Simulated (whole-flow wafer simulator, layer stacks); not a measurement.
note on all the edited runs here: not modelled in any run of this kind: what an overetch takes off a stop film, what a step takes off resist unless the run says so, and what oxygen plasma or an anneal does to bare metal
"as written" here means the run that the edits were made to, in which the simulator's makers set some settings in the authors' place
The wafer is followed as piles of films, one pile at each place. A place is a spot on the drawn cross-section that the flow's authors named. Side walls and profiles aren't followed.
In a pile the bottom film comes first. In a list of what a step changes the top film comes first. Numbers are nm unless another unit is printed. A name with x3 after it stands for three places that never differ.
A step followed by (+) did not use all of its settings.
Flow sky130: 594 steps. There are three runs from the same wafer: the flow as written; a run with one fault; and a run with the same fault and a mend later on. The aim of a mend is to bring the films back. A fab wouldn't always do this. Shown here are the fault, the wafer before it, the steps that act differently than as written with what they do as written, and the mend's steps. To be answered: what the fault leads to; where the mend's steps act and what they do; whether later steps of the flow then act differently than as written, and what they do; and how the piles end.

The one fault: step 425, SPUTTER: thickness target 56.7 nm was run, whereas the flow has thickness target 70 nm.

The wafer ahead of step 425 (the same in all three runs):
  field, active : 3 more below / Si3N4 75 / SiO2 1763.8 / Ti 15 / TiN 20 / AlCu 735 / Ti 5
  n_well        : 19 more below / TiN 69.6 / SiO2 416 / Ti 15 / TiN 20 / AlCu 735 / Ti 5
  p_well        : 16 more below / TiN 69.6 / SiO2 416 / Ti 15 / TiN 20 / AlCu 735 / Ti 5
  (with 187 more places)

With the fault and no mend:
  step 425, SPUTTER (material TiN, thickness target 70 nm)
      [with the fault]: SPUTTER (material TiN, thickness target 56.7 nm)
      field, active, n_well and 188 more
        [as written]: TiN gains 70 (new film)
        [with the fault]: TiN gains 56.7 (new film)
  Steps further on in the flow that do not act as written (16 more steps, not shown, differ only slightly: by at most 2% or 0.5 nm, whichever is larger):
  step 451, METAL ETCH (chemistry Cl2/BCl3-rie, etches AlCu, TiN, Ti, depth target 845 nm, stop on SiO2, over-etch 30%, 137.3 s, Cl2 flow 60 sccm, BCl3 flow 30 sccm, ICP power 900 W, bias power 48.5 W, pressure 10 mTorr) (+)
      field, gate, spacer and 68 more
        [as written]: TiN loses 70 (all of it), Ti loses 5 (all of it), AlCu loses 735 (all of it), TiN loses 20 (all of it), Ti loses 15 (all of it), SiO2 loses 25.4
        [with the fault]: TiN loses 56.7 (all of it), Ti loses 5 (all of it), AlCu loses 735 (all of it), TiN loses 20 (all of it), Ti loses 15 (all of it), SiO2 loses 26.7
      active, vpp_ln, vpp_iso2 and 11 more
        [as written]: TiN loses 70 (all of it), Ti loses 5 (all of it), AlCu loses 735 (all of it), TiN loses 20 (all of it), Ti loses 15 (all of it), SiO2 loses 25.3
        [with the fault]: TiN loses 56.7 (all of it), Ti loses 5 (all of it), AlCu loses 735 (all of it), TiN loses 20 (all of it), Ti loses 15 (all of it), SiO2 loses 26.7
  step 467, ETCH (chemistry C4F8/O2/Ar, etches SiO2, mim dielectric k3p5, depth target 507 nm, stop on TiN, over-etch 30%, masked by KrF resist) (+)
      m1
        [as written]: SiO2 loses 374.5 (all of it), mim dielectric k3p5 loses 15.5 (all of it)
        [with the fault]: SiO2 loses 387.8 (all of it), mim dielectric k3p5 loses 15.5 (all of it)
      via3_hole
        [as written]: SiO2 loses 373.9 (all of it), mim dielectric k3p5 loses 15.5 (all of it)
        [with the fault]: SiO2 loses 387.2 (all of it), mim dielectric k3p5 loses 15.5 (all of it)
  By the end, the piles at n_well, p_well, gate_hv and 104 more depart from the flow's by more than 2% or 0.5 nm, whichever is larger.
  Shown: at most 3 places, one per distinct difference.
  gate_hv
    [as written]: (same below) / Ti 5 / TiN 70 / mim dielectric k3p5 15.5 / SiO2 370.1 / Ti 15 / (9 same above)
    [with the fault]: (same below) / Ti 5 / TiN 56.7 / mim dielectric k3p5 15.5 / SiO2 383.4 / Ti 15 / (9 same above)
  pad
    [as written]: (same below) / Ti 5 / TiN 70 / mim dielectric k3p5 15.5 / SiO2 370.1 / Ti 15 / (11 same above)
    [with the fault]: (same below) / Ti 5 / TiN 56.7 / mim dielectric k3p5 15.5 / SiO2 383.4 / Ti 15 / (11 same above)
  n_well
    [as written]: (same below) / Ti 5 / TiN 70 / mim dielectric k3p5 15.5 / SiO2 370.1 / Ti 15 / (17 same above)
    [with the fault]: (same below) / Ti 5 / TiN 56.7 / mim dielectric k3p5 15.5 / SiO2 383.4 / Ti 15 / (17 same above)

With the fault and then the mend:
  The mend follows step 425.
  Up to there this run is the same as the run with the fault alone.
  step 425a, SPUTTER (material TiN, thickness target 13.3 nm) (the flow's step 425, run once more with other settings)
      field, active, n_well and 188 more
        TiN gains 13.3
  None of the later steps of the flow acts differently than as written at any place that is followed.
  By the end, the piles equal the flow's at every place that both follow.
